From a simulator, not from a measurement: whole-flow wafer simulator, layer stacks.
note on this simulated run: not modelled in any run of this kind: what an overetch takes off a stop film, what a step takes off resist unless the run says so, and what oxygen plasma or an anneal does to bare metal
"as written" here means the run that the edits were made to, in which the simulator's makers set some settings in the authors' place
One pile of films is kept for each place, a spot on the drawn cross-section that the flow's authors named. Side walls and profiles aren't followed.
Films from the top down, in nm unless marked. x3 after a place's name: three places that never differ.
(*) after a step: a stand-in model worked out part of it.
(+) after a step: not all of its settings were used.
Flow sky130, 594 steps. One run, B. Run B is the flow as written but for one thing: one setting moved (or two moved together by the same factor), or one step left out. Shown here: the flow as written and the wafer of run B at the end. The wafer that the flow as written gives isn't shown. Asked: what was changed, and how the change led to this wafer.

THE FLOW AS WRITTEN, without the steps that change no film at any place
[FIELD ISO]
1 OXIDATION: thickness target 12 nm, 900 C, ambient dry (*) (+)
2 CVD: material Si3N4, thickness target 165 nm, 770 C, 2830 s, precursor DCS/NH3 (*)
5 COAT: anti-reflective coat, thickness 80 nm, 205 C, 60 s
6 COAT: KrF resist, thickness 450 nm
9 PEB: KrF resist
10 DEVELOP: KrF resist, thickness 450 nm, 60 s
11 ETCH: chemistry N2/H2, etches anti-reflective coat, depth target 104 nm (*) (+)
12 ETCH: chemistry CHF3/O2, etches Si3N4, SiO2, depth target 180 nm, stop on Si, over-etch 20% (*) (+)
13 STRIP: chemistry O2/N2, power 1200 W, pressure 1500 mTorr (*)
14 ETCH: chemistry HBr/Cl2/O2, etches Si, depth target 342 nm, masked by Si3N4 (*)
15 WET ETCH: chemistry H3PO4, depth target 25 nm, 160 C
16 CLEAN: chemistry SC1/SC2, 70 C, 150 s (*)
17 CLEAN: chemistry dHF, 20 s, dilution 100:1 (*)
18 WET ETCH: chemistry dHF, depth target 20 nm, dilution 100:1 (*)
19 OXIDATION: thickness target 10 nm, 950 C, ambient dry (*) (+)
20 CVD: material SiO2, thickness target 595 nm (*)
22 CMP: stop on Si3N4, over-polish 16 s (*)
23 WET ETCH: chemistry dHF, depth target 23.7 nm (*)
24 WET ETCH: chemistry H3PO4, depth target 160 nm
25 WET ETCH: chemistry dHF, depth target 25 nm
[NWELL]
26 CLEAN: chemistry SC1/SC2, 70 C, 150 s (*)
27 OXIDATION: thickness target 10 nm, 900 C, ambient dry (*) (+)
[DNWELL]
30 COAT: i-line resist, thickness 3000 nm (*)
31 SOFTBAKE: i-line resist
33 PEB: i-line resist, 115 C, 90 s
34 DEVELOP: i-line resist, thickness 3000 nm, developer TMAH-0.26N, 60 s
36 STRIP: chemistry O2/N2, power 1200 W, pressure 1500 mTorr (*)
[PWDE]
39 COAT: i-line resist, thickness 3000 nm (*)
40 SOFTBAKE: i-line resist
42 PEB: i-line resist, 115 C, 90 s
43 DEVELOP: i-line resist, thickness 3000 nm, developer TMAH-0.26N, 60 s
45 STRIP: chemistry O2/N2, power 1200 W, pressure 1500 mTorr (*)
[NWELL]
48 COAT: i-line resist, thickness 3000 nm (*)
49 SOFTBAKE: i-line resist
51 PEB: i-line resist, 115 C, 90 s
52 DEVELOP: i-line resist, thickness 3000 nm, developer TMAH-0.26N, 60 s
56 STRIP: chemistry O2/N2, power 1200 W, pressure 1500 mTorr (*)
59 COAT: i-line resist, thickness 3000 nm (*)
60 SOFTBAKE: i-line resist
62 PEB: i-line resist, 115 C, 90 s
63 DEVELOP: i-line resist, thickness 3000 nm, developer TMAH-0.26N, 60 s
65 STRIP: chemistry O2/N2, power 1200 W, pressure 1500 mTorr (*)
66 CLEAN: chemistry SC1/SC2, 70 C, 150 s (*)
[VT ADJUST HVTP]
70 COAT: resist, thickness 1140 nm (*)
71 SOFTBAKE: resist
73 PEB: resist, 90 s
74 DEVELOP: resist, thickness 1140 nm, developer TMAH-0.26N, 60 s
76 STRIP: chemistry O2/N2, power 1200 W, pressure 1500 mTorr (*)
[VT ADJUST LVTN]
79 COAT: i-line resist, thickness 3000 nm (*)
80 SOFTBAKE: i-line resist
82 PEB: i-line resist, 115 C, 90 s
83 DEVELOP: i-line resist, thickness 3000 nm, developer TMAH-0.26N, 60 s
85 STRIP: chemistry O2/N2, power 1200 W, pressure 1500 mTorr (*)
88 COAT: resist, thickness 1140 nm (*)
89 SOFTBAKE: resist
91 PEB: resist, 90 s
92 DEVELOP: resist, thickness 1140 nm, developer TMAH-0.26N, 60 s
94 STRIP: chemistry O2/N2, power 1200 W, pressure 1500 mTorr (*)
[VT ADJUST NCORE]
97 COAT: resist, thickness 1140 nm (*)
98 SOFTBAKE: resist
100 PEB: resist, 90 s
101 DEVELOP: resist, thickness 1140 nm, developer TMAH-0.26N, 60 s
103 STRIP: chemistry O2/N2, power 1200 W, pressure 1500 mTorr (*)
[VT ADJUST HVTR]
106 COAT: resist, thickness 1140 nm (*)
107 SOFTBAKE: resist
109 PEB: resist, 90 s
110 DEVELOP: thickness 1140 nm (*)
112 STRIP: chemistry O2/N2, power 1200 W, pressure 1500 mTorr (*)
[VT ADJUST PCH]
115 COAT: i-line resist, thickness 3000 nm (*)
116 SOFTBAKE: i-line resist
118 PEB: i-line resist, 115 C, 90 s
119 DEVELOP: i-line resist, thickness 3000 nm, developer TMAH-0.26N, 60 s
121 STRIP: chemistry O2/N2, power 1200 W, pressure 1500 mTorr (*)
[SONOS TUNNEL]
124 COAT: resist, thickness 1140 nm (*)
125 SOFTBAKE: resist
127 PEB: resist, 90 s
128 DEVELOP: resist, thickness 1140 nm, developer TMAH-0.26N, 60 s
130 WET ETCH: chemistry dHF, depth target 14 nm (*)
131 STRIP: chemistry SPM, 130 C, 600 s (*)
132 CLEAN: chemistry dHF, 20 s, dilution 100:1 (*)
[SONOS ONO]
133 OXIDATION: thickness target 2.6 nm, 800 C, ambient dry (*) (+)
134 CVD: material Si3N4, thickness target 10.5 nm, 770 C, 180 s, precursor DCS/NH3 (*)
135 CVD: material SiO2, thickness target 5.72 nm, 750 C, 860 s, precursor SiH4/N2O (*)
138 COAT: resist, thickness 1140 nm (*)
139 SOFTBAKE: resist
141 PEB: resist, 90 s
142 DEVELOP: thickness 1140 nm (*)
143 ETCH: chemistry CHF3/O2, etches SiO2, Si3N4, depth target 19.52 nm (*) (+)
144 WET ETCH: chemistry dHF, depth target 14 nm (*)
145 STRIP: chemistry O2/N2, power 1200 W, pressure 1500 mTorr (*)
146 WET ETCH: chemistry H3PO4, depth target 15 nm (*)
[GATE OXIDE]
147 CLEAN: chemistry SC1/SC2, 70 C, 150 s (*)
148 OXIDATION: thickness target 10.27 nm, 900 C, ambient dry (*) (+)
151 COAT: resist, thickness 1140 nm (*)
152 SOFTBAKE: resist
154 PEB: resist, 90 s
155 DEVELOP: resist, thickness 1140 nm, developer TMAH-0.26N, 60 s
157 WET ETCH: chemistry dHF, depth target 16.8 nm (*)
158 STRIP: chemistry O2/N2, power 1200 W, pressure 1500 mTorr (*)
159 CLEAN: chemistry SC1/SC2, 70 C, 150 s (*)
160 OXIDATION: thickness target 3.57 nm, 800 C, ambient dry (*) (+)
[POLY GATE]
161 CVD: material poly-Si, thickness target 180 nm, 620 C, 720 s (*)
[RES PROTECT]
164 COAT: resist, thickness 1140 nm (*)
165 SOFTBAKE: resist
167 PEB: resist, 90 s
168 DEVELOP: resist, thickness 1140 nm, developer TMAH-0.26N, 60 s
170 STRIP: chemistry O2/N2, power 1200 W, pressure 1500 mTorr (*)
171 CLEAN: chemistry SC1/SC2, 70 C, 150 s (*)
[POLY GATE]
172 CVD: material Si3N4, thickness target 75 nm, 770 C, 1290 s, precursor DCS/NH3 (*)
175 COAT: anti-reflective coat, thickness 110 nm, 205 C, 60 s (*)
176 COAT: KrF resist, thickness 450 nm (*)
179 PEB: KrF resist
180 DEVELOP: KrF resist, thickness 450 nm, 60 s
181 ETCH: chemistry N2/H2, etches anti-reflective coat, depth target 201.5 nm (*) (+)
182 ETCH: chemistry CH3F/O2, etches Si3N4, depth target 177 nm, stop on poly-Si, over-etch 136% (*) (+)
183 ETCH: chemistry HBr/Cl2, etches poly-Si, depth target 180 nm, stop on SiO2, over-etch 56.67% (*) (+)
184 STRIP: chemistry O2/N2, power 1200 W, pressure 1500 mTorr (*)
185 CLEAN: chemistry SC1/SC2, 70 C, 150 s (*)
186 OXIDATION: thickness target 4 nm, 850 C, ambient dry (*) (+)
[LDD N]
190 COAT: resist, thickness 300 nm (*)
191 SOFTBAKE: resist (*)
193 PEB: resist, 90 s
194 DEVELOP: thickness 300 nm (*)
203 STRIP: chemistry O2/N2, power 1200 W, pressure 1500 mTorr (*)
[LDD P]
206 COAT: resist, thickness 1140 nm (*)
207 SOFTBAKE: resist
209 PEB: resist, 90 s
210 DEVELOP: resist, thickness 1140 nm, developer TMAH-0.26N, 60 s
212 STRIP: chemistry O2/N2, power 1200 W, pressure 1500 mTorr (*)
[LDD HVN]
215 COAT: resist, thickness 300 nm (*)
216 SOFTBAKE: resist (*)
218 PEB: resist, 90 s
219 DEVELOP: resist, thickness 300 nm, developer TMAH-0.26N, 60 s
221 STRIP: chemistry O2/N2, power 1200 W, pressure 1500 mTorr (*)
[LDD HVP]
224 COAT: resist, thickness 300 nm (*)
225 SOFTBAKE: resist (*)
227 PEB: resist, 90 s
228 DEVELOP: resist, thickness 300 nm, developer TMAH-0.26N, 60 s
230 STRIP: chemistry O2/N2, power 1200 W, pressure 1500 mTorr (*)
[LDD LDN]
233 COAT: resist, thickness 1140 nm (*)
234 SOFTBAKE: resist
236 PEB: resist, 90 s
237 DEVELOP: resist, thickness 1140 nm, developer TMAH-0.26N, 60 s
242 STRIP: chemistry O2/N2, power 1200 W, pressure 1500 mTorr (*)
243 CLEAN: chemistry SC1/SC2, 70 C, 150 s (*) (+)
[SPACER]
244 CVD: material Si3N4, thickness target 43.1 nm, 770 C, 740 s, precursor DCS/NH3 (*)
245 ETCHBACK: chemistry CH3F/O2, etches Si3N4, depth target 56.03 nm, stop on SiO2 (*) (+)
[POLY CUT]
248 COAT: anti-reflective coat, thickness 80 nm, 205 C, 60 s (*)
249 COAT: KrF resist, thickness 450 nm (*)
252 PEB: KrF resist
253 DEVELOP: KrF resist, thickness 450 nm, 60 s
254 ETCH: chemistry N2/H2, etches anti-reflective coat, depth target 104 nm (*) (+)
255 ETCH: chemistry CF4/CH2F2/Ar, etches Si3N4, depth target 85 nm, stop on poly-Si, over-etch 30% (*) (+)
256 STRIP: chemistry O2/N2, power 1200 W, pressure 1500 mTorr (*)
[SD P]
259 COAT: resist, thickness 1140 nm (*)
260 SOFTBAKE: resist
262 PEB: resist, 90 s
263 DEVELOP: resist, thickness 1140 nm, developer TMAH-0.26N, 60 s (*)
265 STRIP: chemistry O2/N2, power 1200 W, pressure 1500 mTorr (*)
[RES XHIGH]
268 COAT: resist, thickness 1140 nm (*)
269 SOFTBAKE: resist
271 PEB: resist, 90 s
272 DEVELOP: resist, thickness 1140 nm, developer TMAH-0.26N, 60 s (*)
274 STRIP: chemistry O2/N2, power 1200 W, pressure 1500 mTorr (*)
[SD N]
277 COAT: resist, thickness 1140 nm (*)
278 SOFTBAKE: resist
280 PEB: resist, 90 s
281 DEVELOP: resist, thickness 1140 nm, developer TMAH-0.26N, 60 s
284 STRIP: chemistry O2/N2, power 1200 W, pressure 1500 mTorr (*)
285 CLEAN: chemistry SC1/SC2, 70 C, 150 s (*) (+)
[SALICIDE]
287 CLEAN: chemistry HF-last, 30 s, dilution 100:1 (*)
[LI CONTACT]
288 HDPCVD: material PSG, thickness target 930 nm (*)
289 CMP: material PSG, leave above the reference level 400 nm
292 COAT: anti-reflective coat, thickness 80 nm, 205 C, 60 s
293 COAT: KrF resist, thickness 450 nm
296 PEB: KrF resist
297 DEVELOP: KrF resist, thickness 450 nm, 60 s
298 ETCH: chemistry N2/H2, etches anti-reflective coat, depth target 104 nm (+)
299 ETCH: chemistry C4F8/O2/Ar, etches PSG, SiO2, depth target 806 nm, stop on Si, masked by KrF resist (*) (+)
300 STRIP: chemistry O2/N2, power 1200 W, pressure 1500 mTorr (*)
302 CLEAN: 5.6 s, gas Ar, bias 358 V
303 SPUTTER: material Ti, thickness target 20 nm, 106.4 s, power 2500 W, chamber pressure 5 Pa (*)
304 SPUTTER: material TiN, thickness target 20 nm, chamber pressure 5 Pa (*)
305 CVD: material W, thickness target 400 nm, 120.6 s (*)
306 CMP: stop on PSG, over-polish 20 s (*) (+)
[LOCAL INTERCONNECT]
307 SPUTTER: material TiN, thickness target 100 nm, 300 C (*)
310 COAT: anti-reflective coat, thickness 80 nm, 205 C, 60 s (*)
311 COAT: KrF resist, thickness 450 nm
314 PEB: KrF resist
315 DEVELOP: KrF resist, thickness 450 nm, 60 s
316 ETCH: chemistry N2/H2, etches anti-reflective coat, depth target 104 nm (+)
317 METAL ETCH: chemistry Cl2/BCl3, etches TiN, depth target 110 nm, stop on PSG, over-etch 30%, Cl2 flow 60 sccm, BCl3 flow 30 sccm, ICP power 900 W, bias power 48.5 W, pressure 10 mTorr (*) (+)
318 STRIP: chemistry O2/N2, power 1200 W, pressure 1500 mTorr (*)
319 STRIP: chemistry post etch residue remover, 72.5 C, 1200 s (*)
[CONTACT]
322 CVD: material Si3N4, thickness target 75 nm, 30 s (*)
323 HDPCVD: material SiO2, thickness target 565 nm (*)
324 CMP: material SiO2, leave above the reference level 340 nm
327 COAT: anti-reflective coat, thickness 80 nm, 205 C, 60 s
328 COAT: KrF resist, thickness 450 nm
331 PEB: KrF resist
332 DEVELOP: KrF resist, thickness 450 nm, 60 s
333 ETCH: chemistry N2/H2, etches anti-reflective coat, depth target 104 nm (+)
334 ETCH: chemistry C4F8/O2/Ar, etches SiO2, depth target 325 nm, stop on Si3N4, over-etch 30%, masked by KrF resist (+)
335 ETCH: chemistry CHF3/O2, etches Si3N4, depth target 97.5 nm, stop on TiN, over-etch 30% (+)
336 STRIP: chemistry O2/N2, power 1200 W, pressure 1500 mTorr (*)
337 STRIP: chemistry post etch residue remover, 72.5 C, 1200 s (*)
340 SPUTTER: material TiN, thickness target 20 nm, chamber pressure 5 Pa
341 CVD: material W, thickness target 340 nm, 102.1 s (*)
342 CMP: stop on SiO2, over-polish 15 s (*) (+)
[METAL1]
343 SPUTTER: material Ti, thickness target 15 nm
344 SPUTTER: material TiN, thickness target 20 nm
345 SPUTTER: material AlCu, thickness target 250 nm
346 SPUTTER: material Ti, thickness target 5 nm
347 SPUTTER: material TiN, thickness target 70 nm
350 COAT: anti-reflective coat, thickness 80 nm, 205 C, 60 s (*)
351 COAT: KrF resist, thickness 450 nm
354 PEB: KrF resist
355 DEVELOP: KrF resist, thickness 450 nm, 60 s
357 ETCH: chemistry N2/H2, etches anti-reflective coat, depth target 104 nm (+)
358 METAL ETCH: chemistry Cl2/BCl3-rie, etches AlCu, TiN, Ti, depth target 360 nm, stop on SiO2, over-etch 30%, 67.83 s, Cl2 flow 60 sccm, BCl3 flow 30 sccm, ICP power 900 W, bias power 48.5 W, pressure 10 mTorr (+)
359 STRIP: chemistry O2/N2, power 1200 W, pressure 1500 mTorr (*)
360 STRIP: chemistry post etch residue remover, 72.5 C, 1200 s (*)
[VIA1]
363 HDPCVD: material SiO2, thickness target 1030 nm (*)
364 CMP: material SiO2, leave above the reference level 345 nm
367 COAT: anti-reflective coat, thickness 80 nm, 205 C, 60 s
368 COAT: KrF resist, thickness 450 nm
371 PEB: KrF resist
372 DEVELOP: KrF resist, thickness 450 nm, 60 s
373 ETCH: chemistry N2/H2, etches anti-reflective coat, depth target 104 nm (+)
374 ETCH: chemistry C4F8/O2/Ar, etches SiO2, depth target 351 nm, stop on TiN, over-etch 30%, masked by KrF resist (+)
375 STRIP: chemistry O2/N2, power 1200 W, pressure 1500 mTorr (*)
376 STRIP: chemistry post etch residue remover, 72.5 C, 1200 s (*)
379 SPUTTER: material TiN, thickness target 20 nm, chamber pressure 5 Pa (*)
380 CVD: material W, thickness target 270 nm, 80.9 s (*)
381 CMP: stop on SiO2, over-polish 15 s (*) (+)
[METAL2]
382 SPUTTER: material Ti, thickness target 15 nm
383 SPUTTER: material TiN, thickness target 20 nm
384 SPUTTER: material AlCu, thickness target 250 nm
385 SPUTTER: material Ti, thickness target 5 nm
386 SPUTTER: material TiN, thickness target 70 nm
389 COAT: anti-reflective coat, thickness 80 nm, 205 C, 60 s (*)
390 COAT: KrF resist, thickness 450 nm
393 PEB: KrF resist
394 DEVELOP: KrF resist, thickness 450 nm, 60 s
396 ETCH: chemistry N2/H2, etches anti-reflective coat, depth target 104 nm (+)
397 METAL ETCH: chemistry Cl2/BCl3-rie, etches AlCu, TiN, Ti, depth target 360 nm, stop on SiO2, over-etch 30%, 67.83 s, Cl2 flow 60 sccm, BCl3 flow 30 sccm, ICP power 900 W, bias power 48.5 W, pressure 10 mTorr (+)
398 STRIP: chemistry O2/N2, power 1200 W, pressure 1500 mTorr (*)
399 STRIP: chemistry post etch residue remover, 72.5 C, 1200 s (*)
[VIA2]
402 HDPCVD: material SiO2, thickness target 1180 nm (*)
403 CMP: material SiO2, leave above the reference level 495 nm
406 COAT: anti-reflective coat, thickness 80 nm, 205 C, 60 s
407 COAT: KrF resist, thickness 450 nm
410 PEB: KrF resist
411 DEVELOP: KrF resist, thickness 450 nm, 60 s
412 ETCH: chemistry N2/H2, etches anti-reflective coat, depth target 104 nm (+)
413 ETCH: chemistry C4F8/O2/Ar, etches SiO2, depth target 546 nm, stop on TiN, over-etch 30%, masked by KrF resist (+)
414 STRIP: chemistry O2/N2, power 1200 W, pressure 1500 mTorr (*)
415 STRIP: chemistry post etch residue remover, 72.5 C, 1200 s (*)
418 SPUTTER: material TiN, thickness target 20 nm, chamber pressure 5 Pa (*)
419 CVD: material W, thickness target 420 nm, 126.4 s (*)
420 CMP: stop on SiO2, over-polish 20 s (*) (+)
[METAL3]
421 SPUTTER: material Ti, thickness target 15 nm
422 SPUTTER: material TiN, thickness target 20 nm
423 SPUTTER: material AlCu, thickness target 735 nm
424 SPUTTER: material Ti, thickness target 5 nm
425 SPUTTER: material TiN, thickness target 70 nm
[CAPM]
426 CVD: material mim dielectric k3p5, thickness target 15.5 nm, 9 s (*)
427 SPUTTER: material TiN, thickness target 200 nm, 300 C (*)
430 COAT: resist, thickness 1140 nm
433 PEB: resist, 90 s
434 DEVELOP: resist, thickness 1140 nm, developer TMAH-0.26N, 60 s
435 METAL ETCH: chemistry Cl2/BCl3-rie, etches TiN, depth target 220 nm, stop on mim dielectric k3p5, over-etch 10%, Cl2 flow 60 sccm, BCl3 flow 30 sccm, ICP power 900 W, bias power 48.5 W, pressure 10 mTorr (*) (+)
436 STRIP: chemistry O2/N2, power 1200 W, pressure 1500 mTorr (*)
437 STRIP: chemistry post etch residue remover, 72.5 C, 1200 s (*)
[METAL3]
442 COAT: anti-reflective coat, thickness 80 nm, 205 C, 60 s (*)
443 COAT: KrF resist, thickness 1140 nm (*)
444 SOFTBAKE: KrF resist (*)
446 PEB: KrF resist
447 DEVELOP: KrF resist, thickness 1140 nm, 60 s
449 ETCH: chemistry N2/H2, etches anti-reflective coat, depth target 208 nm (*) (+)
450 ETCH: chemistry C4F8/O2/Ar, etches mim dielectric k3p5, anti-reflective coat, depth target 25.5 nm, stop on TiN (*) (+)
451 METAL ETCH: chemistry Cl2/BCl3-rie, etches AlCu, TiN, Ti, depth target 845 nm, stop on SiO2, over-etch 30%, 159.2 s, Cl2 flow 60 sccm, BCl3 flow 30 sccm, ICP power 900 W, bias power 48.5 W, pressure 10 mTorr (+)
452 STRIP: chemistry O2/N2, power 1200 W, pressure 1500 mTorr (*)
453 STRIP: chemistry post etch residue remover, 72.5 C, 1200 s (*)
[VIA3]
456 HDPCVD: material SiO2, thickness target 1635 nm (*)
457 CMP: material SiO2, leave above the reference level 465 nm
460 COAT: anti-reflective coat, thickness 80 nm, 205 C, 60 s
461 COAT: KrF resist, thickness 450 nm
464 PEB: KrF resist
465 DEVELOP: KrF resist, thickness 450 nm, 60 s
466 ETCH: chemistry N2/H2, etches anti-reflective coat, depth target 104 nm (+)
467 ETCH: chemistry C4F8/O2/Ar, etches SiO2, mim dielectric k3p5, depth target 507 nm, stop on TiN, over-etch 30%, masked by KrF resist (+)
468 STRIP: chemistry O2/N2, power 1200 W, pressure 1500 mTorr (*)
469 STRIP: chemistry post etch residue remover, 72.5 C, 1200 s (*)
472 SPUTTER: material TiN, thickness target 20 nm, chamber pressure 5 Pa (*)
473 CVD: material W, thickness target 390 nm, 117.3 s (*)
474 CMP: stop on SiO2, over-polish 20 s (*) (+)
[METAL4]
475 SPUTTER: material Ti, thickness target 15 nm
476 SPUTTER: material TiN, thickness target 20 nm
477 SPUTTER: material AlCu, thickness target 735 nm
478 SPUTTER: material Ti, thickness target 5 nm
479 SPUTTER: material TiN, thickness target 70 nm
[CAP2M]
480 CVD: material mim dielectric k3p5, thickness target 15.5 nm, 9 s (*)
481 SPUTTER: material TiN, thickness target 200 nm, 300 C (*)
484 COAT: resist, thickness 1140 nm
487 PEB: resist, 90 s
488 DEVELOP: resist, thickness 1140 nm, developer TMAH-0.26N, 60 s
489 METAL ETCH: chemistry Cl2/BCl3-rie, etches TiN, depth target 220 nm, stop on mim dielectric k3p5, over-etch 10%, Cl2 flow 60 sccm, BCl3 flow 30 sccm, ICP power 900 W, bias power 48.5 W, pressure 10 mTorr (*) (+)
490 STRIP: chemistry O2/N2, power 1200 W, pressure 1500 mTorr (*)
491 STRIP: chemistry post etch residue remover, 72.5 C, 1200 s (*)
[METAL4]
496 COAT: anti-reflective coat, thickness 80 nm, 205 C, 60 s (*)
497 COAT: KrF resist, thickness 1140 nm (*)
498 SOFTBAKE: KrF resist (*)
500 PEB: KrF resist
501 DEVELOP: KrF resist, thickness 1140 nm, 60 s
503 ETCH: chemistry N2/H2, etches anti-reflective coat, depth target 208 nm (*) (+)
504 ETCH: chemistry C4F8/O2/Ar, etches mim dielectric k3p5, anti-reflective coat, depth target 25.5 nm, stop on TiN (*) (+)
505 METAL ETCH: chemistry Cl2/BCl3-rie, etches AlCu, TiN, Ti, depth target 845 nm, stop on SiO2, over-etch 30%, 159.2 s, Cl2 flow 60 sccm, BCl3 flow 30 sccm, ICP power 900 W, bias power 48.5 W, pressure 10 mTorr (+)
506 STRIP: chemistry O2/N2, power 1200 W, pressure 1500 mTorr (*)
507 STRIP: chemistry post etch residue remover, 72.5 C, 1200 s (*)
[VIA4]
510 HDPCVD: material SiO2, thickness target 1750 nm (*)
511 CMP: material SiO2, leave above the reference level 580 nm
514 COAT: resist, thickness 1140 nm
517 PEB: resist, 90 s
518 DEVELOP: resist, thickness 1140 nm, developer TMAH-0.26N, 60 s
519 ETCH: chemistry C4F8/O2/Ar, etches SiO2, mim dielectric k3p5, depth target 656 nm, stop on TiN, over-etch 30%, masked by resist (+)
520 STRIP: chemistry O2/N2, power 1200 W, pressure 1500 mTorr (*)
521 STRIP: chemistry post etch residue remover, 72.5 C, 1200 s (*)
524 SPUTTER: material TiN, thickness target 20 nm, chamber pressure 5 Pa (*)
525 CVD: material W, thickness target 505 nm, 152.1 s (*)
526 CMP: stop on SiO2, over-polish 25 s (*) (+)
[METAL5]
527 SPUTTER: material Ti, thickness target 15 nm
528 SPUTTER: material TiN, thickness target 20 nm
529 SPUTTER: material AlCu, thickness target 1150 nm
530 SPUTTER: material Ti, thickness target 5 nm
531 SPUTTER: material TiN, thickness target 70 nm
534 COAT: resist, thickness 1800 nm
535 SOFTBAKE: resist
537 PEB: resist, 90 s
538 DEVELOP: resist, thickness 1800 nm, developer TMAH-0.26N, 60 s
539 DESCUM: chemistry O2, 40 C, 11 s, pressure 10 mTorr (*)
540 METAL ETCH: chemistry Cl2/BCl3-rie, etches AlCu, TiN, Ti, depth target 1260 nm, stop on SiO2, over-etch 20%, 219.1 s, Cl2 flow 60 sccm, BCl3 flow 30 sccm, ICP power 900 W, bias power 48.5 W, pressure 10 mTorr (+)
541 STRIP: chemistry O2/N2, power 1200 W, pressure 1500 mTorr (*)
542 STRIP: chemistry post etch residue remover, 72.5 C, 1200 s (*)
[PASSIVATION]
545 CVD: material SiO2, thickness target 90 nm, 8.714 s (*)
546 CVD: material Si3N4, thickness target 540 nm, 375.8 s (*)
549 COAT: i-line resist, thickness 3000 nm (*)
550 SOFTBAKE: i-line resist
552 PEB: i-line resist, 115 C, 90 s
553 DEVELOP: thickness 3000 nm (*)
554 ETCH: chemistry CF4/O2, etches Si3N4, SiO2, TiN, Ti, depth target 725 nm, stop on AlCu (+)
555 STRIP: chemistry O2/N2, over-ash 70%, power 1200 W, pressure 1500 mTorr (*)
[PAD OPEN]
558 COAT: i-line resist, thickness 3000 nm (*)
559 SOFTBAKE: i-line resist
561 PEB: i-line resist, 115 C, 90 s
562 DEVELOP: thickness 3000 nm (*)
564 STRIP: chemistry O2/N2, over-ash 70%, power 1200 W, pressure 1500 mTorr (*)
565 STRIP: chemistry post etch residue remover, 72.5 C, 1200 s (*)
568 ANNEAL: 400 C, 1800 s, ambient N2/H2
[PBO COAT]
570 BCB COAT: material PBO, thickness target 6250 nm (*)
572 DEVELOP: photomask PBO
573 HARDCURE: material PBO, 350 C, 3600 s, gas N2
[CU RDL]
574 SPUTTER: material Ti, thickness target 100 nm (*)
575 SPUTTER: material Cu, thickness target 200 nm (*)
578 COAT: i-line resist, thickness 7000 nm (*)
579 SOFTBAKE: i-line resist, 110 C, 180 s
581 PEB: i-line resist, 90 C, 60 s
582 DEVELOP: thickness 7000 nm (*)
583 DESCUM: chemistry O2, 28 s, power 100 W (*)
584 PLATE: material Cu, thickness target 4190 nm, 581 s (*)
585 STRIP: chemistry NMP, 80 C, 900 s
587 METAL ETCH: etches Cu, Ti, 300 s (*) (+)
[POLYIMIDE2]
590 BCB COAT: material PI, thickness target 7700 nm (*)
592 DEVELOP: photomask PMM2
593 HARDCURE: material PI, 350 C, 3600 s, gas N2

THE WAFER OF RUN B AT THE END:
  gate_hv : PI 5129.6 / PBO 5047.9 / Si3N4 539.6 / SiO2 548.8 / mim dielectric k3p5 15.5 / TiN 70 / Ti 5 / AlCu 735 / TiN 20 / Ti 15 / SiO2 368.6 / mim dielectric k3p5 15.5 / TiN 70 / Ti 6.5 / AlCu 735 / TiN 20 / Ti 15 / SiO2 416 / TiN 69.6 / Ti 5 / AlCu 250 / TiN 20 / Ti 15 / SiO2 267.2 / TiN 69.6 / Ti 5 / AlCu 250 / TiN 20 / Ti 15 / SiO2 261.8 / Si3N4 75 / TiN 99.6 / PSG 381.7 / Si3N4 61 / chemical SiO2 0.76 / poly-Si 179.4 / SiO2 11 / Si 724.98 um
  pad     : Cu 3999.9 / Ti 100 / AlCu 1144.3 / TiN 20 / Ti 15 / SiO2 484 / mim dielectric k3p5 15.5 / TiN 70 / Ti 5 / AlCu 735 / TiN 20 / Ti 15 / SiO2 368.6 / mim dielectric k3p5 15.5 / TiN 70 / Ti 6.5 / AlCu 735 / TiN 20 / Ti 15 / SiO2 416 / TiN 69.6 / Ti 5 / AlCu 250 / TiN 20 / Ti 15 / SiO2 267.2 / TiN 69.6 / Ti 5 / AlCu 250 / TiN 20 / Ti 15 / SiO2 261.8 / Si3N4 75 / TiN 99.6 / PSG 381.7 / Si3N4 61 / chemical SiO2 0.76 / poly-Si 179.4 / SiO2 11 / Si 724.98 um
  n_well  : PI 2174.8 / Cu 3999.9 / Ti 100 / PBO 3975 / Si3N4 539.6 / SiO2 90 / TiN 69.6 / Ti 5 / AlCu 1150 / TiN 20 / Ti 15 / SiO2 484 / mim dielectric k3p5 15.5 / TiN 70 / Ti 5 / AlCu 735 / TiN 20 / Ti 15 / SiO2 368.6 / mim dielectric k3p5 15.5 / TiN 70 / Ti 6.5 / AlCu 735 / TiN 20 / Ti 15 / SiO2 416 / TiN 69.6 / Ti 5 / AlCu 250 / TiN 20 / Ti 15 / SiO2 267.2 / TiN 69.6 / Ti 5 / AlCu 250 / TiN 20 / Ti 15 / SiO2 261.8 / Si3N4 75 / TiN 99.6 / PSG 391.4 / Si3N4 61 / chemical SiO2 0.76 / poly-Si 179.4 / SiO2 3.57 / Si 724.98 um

The cause: step 424, SPUTTER: thickness target 6.5 nm was run, where the flow has thickness target 5 nm.
It can be read off the wafer: gate_hv has Ti 6.5, and step 424 as written asks for 5 nm.

How the change led to this, step by step:
  424 SPUTTER: material Ti, thickness target 5 nm
      field, active, n_well and 188 more: Ti +6.5 (new film) (as written it would be: Ti +5 (new film))
  451 METAL ETCH: chemistry Cl2/BCl3-rie, etches AlCu, TiN, Ti, depth target 845 nm, stop on SiO2, over-etch 30%, 159.2 s, Cl2 flow 60 sccm, BCl3 flow 30 sccm, ICP power 900 W, bias power 48.5 W, pressure 10 mTorr (+)
      field, active, gate and 69 more: TiN -70 (all of it), Ti -6.5 (all of it), AlCu -735 (all of it), TiN -20 (all of it), Ti -15 (all of it), SiO2 -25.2 (as written it would be: TiN -70 (all of it), Ti -5 (all of it), AlCu -735 (all of it), TiN -20 (all of it), Ti -15 (all of it), SiO2 -25.4)
      vpp_ln, vpp_iso2, ndiff_ln and 10 more: TiN -70 (all of it), Ti -6.5 (all of it), AlCu -735 (all of it), TiN -20 (all of it), Ti -15 (all of it), SiO2 -25.2 (as written it would be: TiN -70 (all of it), Ti -5 (all of it), AlCu -735 (all of it), TiN -20 (all of it), Ti -15 (all of it), SiO2 -25.3)
  550 SOFTBAKE: i-line resist
      via1_enc: i-line resist -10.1 (as written it would be: i-line resist -10.8)
  559 SOFTBAKE: i-line resist
      via1_enc: i-line resist -10.1 (as written it would be: i-line resist -10.8)
